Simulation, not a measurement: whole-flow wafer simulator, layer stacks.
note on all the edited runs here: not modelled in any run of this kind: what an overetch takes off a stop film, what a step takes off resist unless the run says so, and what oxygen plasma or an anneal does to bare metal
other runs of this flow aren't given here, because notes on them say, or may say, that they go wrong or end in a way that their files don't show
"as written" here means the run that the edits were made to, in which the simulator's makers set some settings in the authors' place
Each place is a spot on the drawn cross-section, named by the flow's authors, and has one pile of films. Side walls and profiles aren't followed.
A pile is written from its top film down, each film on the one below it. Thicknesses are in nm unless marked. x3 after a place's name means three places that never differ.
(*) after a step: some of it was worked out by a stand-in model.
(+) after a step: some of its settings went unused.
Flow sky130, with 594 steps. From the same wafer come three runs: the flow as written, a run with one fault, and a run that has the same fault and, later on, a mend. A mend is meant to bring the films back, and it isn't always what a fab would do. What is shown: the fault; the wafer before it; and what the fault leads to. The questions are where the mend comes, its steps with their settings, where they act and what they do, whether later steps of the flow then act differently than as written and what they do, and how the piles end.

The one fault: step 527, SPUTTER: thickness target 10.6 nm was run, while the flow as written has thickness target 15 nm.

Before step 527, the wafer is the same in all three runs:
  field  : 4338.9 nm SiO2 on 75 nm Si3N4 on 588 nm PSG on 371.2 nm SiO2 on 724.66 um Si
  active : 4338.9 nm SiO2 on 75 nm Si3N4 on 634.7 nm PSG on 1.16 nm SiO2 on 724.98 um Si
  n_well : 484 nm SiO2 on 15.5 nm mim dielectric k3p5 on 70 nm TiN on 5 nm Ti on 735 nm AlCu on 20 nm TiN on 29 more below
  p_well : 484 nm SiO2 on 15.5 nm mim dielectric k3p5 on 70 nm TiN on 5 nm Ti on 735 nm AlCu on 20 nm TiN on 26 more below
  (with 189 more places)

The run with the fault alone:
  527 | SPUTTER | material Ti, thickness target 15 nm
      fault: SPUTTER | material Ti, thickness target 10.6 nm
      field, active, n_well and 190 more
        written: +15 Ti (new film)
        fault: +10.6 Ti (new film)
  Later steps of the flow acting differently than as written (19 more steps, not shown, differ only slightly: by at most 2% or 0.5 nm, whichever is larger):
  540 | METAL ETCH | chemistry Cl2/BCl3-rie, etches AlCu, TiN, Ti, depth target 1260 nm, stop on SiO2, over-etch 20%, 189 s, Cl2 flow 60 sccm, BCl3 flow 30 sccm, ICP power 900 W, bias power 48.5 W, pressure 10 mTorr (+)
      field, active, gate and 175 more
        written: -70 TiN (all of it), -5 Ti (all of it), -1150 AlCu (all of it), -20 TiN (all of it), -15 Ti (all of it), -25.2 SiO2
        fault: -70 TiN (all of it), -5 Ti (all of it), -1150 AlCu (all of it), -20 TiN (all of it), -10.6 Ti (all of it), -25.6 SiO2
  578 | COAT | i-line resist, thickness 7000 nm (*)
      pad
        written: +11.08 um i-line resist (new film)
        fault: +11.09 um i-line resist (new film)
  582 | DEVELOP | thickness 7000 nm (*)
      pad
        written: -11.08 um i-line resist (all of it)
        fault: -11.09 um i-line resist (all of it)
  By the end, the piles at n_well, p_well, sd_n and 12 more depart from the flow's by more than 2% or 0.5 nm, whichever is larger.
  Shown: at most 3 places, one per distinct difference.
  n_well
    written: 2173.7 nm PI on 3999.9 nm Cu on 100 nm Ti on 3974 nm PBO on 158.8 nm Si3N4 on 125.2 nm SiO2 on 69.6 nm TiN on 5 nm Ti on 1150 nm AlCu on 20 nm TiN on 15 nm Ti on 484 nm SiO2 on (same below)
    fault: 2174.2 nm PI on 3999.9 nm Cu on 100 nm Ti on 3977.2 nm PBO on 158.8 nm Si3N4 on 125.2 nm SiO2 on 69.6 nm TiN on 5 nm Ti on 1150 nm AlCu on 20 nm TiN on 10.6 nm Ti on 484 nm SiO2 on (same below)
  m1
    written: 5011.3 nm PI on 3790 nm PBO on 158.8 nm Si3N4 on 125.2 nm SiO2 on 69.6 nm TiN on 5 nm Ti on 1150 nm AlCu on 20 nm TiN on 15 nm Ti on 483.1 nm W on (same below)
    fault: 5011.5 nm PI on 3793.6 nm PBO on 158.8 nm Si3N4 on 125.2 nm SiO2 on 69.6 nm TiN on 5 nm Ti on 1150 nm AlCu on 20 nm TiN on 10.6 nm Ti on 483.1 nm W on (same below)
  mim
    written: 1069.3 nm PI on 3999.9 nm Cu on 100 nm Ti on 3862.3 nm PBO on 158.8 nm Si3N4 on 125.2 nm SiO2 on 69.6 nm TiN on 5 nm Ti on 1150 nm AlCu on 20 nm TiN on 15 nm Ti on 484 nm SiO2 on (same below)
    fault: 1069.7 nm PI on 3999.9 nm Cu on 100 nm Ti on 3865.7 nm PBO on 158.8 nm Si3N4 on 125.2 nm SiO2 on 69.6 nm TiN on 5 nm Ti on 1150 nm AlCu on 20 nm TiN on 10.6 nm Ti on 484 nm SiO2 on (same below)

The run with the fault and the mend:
  After step 527 comes the mend.
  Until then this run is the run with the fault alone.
  527a | SPUTTER | material Ti, thickness target 4.4 nm (the flow's step 527, run once more with other settings)
      field, active, n_well and 190 more
        +4.4 Ti
  Later steps of the flow that are run all act as written at every place that is followed.
  By the end, the piles equal the flow's at every place that both follow.
